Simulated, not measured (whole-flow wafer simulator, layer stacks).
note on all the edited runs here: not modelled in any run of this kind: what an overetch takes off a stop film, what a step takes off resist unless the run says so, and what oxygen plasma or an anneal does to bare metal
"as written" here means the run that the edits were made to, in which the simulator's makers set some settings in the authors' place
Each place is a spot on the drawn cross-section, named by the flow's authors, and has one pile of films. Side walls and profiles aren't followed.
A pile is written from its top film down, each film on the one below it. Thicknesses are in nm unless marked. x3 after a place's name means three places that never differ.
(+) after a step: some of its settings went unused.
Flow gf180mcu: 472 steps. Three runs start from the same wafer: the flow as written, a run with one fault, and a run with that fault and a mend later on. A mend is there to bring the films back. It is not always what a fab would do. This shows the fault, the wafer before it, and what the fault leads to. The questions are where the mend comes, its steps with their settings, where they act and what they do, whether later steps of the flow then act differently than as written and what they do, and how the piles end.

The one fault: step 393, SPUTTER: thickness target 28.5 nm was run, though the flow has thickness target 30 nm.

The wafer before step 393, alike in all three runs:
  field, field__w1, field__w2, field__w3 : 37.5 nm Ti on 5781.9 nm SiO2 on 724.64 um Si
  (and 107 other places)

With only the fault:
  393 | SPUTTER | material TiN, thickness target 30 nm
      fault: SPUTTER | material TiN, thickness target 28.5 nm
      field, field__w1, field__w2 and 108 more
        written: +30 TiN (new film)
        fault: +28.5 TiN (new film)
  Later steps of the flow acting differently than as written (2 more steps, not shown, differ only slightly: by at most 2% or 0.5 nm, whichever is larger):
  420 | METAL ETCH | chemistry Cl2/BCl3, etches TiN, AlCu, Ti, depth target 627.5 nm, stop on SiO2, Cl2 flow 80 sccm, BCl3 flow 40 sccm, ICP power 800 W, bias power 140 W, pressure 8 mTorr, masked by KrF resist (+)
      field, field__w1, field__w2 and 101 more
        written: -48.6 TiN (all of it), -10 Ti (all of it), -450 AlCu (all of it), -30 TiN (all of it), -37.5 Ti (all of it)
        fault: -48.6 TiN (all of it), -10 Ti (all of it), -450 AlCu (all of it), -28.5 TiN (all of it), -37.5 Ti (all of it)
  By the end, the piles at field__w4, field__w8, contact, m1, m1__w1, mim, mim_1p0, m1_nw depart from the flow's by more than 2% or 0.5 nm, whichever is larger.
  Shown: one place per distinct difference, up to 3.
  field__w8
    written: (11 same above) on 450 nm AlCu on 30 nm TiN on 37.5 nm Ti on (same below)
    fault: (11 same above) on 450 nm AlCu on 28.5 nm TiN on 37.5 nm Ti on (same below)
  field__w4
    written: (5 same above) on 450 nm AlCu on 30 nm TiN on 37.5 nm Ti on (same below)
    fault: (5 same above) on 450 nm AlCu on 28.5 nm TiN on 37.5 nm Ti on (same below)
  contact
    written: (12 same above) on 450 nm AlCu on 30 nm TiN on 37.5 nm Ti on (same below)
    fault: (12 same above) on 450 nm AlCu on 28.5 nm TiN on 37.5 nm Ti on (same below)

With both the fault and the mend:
  The mend stands after step 393.
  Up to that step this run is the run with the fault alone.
  393a | SPUTTER | material TiN, thickness target 1.5 nm (a further turn of the flow's step 393, with different settings)
      field, field__w1, field__w2 and 108 more
        +1.5 TiN
  Every later step of the flow that is run acts as written at every place that is followed.
  The piles end the same as the flow's at every place that both follow.
